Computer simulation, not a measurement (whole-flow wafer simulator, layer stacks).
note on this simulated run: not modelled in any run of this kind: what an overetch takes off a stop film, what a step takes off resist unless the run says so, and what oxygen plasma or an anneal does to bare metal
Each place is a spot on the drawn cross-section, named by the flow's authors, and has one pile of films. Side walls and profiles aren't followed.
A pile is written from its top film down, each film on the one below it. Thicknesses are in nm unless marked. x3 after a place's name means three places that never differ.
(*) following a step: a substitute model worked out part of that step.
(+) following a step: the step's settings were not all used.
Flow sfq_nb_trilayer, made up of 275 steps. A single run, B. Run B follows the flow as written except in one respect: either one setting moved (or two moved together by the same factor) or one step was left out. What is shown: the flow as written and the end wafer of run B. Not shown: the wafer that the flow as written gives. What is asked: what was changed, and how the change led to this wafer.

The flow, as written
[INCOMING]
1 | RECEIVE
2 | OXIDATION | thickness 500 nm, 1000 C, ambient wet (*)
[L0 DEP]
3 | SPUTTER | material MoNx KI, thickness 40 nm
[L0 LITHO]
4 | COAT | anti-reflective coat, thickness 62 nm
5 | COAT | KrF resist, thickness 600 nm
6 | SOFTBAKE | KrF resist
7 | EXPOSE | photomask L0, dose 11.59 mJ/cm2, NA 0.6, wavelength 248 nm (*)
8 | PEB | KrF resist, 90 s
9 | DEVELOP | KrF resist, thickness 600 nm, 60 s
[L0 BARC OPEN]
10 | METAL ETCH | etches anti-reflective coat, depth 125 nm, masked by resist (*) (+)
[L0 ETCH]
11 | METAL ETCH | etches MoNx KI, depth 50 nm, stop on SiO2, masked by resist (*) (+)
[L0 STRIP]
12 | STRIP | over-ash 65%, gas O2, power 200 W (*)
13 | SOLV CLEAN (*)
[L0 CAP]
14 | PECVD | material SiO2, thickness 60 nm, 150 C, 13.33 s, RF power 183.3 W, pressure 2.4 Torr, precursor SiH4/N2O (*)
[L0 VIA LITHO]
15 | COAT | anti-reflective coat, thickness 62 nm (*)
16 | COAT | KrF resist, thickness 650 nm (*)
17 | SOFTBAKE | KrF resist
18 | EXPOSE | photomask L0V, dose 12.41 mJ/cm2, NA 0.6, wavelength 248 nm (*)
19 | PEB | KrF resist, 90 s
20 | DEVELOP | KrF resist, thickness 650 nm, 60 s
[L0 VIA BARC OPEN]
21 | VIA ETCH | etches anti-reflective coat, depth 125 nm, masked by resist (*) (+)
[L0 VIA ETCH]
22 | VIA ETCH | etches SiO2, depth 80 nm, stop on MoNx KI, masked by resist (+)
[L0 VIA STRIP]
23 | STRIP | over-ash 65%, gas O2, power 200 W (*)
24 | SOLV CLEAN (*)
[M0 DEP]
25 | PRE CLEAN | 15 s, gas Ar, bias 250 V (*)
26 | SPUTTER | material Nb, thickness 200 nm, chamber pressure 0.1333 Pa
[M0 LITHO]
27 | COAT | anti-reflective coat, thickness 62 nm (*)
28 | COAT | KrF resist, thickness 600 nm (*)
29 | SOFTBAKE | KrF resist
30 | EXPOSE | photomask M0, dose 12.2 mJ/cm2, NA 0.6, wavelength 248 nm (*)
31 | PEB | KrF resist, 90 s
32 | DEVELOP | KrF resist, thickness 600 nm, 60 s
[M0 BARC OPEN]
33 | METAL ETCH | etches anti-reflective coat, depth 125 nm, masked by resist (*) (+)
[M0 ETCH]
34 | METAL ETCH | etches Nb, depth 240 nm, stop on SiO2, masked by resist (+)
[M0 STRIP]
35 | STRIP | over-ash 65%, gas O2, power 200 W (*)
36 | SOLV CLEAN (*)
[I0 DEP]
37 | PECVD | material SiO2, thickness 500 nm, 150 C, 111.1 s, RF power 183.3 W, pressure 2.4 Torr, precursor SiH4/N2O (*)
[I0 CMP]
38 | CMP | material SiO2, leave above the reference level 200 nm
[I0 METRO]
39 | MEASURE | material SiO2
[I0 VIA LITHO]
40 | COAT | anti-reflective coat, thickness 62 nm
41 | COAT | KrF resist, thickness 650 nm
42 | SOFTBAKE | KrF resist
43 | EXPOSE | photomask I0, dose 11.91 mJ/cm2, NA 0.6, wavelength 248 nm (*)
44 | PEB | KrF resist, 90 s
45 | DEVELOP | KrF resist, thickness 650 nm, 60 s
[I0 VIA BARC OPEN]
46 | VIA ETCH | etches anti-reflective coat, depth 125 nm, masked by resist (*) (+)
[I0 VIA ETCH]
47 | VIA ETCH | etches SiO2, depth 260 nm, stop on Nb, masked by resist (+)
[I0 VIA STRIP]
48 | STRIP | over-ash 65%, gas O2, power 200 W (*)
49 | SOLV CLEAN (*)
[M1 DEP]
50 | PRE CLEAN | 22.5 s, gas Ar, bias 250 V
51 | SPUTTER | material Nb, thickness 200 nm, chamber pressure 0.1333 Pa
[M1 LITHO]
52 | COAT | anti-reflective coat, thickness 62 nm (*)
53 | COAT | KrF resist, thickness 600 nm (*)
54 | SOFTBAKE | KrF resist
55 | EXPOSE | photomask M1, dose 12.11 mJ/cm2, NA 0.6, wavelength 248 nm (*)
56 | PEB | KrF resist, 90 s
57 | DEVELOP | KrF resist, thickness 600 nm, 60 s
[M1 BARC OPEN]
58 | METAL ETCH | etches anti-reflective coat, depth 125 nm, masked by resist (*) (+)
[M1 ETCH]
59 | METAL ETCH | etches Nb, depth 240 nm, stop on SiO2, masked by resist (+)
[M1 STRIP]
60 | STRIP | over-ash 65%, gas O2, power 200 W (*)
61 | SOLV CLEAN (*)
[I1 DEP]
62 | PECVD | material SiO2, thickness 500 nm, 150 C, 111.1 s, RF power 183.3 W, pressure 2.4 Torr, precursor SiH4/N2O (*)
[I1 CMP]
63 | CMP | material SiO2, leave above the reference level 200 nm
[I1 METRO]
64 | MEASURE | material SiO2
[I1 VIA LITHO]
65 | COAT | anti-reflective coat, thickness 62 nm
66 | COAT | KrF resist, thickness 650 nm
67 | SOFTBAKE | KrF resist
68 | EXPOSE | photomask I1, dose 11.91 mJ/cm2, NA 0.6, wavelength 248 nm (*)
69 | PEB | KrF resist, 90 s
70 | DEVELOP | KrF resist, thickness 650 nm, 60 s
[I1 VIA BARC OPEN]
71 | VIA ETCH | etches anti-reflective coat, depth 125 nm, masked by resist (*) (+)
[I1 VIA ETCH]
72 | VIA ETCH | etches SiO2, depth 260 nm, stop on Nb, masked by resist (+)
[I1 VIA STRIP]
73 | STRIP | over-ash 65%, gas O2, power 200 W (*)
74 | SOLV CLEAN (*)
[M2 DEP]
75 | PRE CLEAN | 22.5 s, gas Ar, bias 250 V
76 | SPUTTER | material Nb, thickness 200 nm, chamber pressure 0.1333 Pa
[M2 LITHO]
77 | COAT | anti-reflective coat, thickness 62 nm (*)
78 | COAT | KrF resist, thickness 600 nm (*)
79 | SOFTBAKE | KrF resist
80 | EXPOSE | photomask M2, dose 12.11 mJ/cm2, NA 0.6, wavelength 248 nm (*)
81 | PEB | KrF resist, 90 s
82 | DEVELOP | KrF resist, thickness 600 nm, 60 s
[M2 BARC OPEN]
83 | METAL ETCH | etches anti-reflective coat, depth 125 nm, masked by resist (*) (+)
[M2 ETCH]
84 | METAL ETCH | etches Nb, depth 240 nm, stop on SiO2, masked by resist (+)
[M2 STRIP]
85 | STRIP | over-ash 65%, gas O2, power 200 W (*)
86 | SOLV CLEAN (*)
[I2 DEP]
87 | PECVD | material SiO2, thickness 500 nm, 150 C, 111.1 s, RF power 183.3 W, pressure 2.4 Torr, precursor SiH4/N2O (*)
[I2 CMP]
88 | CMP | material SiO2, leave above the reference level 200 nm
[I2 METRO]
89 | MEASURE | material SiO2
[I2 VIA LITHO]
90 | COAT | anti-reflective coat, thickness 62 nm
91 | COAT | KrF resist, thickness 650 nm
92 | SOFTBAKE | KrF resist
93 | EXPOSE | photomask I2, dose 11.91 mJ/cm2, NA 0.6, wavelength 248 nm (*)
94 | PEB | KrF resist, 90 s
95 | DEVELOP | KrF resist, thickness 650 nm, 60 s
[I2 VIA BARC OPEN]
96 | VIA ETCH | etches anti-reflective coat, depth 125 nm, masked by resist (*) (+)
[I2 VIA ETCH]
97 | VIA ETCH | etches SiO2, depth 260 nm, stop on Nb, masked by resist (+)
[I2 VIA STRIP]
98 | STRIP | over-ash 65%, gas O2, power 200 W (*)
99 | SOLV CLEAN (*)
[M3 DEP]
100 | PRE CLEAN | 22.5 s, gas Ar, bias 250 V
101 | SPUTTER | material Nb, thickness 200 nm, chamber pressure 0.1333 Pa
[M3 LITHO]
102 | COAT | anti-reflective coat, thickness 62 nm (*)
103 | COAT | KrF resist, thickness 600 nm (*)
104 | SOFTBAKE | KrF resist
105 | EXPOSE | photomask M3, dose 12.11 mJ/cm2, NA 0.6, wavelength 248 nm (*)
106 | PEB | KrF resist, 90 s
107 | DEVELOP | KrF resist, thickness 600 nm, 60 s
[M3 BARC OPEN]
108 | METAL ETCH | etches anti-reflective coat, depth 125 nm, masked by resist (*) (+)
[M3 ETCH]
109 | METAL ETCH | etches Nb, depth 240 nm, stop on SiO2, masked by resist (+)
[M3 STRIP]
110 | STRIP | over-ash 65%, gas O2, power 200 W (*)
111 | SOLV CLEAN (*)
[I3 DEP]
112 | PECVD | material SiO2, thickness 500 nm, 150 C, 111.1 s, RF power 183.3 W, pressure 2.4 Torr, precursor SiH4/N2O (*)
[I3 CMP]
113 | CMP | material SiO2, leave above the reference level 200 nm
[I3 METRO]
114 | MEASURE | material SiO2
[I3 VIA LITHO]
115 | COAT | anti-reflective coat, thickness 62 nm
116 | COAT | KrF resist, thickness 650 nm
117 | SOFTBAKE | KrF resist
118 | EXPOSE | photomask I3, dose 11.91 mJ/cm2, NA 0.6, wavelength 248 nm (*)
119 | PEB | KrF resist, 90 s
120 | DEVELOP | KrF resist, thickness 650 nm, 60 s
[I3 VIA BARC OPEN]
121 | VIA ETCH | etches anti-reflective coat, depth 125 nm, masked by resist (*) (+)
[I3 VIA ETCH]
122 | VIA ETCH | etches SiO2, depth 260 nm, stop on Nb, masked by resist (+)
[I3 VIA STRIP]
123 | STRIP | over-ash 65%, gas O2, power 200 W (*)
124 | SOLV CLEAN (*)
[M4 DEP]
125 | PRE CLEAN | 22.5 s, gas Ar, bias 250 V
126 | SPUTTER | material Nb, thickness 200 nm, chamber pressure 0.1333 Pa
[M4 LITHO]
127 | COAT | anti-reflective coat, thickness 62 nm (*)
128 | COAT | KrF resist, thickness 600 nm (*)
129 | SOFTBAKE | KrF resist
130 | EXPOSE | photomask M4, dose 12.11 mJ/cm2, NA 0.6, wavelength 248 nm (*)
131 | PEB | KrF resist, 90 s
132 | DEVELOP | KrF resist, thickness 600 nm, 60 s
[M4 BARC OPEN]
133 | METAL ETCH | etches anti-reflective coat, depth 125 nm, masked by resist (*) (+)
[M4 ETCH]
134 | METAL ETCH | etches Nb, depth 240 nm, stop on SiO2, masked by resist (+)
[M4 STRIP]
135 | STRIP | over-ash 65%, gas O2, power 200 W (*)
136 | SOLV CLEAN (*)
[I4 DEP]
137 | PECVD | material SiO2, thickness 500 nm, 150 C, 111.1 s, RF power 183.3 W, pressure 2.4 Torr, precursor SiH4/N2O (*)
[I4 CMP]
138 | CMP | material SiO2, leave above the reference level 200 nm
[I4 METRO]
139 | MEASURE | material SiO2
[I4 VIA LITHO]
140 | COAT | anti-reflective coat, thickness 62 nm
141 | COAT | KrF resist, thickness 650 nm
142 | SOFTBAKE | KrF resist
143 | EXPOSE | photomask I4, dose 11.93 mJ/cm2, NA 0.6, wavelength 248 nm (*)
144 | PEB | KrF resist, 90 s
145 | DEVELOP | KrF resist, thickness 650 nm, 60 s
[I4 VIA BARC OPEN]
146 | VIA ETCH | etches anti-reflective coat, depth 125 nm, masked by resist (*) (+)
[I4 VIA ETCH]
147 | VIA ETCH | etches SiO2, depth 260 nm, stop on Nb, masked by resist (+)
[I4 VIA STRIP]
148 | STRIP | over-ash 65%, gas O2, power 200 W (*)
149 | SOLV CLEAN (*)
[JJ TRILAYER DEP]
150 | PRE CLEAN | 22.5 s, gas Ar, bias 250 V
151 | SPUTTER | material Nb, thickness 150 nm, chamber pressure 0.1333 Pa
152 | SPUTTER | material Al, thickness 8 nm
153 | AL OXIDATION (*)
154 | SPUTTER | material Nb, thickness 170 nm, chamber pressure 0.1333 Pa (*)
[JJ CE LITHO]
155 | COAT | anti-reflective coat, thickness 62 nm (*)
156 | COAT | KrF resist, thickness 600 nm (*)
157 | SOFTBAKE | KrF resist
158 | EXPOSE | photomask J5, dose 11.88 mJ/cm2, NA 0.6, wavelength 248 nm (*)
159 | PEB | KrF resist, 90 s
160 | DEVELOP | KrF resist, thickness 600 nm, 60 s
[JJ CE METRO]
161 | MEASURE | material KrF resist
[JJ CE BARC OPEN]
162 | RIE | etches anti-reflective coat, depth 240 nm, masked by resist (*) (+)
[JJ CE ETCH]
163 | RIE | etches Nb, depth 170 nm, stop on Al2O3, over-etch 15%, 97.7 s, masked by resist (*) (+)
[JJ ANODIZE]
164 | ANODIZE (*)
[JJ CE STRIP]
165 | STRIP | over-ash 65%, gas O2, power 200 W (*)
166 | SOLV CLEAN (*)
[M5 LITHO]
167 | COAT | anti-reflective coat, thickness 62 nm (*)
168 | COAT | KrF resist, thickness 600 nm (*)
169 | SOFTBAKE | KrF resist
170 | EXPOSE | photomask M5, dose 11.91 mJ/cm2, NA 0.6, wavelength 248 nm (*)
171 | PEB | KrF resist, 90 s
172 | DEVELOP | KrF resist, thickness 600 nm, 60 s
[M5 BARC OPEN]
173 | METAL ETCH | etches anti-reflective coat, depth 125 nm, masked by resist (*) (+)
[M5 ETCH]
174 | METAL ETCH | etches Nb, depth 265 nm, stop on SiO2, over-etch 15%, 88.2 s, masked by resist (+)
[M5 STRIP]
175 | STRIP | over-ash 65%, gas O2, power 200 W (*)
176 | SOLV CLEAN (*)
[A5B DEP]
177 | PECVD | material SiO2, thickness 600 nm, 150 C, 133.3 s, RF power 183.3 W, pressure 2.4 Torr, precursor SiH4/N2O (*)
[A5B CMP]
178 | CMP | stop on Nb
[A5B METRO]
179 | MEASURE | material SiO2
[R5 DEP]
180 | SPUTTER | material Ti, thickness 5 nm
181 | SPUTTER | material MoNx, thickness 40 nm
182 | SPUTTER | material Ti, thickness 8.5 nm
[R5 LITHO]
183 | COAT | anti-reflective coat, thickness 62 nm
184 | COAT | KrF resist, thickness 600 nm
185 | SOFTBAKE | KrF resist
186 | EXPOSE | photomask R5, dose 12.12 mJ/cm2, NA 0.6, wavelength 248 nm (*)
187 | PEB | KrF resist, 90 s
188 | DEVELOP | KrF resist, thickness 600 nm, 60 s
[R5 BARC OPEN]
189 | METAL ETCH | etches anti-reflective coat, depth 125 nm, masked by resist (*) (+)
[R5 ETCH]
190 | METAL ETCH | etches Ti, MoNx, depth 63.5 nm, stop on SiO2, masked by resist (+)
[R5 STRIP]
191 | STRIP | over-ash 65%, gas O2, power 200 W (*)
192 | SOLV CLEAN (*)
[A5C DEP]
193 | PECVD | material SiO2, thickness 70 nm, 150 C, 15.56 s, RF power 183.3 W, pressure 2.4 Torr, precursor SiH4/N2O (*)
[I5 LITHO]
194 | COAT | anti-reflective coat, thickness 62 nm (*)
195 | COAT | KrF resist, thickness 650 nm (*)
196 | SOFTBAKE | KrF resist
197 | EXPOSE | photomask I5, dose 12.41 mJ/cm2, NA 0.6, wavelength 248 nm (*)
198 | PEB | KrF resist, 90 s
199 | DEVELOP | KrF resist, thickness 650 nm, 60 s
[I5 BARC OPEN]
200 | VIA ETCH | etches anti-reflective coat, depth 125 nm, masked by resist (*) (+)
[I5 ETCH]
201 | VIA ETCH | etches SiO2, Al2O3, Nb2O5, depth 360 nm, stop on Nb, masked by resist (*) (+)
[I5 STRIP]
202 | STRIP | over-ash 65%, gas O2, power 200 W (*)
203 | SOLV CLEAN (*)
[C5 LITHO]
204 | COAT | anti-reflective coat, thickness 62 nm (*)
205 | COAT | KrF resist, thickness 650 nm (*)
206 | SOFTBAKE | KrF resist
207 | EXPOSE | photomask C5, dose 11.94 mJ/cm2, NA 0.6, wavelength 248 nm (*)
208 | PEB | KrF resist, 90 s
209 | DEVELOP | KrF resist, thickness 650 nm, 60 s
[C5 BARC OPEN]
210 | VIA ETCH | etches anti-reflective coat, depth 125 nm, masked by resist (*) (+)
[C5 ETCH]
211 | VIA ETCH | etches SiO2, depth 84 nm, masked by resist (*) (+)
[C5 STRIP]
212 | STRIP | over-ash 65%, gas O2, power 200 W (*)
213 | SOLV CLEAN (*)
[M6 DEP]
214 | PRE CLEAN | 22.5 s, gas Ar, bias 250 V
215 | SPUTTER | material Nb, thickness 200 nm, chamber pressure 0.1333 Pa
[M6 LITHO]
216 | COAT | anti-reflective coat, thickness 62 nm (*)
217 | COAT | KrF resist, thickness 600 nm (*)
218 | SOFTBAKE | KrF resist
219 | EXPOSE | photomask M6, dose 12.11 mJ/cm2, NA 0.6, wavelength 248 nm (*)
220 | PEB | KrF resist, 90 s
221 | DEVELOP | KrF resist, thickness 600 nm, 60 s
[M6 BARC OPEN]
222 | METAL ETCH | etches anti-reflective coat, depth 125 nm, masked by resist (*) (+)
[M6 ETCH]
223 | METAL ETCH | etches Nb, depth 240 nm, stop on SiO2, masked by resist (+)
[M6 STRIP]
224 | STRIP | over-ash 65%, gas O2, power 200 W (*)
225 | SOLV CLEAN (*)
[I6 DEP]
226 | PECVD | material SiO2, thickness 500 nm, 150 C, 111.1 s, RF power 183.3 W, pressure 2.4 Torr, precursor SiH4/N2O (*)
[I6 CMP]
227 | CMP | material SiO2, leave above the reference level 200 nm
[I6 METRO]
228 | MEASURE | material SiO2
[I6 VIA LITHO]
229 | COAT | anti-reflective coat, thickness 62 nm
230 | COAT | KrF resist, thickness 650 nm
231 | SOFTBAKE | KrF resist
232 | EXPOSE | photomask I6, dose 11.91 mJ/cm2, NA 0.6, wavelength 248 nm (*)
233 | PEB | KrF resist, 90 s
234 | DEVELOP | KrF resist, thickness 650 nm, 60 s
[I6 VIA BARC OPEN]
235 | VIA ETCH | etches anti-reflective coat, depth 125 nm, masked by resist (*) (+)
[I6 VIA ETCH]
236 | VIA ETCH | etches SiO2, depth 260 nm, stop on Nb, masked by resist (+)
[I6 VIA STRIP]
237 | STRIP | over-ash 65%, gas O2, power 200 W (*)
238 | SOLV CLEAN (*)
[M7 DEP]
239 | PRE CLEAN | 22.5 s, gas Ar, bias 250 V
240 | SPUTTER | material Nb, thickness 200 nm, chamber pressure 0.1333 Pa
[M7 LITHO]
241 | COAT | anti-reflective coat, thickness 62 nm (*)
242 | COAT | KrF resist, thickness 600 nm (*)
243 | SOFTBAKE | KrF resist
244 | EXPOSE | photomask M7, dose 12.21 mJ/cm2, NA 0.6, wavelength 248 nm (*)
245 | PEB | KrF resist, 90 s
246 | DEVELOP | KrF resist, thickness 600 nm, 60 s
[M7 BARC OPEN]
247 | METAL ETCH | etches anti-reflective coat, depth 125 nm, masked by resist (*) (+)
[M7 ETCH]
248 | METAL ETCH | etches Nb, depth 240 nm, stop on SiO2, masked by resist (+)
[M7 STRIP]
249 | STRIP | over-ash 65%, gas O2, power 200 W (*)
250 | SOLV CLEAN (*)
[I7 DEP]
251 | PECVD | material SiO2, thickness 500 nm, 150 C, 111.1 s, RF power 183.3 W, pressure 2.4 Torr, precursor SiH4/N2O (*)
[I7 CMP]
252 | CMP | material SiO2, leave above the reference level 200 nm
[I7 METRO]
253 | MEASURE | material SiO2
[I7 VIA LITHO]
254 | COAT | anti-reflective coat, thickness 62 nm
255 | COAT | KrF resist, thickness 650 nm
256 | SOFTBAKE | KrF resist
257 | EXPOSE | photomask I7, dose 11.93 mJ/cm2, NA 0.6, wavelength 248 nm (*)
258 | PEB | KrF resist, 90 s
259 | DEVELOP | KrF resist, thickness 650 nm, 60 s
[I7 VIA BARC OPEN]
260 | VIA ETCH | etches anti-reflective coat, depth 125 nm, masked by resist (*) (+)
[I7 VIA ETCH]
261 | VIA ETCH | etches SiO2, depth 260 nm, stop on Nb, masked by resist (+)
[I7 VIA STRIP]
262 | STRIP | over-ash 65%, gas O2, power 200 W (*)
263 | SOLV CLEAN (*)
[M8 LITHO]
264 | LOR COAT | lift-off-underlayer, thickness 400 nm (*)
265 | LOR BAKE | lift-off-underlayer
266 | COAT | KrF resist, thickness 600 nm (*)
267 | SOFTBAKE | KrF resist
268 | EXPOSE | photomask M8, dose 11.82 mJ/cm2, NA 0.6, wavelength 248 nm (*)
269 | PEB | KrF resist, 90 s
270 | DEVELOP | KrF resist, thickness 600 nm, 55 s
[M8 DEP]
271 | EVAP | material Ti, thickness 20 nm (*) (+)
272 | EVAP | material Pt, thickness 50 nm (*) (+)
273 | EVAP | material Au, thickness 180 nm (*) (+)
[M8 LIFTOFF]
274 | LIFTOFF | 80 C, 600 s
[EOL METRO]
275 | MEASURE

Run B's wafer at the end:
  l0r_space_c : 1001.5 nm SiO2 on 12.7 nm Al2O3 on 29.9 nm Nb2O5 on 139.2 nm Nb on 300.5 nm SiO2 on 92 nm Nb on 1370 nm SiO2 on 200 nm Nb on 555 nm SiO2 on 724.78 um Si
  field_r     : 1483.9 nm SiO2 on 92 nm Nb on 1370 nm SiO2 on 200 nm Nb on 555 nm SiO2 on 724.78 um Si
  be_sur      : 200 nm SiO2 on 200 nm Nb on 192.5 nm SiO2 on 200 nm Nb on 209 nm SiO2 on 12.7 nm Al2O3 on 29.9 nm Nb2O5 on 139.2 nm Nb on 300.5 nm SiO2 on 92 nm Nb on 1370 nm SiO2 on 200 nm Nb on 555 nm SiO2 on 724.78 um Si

What caused this: step 134, METAL ETCH: depth 108 nm was run, though the flow has depth 240 nm.

Step by step, how the change led to this:
  134 | METAL ETCH | etches Nb, depth 240 nm, stop on SiO2, masked by resist (+)
      field_l, be, be_sur and 64 more: Nb loses 108 (as written it would have been: Nb loses 200 (all of it))
      v_sur, via_wl, via_w and 36 more: KrF resist loses 63.5 (as written it would have been: KrF resist loses 141.2)
  135 | STRIP | over-ash 65%, gas O2, power 200 W (*)
      p4_fl, p4_fm, p4_w1 and 26 more: KrF resist loses 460 (all of it), anti-reflective coat loses 62 (all of it) (as written it would have been: KrF resist loses 382.4 (all of it), anti-reflective coat loses 62 (all of it))
      ln_m5, lsp_m, ln_m6: KrF resist loses 459.6 (all of it), anti-reflective coat loses 61.8 (all of it) (as written it would have been: KrF resist loses 381.9 (all of it), anti-reflective coat loses 61.8 (all of it))
      (also at 7 further places)
  137 | PECVD | material SiO2, thickness 500 nm, 150 C, 111.1 s, RF power 183.3 W, pressure 2.4 Torr, precursor SiH4/N2O (*)
      field_l, be, be_sur and 55 more: SiO2 gains 500 (new film) (as written it would have been: SiO2 gains 500)
      p3_s0, p3_s1, p3_s2, p3_s3, p3_s4, p3_s5: SiO2 gains 500 (new film) (as written it would have been: SiO2 gains 557.1)
      (also at 3 further places)
  138 | CMP | material SiO2, leave above the reference level 200 nm
      field_l, be, be_sur and 55 more: SiO2 loses 192 (as written it would have been: SiO2 loses 100)
      p3_s0, p3_s1, p3_s2, p3_s3, p3_s4, p3_s5: SiO2 loses 192 (as written it would have been: SiO2 loses 157.1)
      (also at 3 further places)
Taking metal films that touch as one body, l0r_space_c has 3 bodies (between them, from the top down: SiO2 300.5; SiO2 1370); the flow as written gives 2 bodies (between them, from the top down: SiO2 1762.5).
Taking metal films that touch as one body, field_r has 2 bodies (between them, from the top down: SiO2 1370); the flow as written gives 1 body.
Taking metal films that touch as one body, be_sur has 5 bodies (between them, from the top down: SiO2 192.5; SiO2 209 / Al2O3 12.7 / Nb2O5 29.9; SiO2 300.5; SiO2 1370); the flow as written gives 4 bodies (between them, from the top down: SiO2 192.5; SiO2 209 / Al2O3 12.7 / Nb2O5 29.9; SiO2 1762.5).
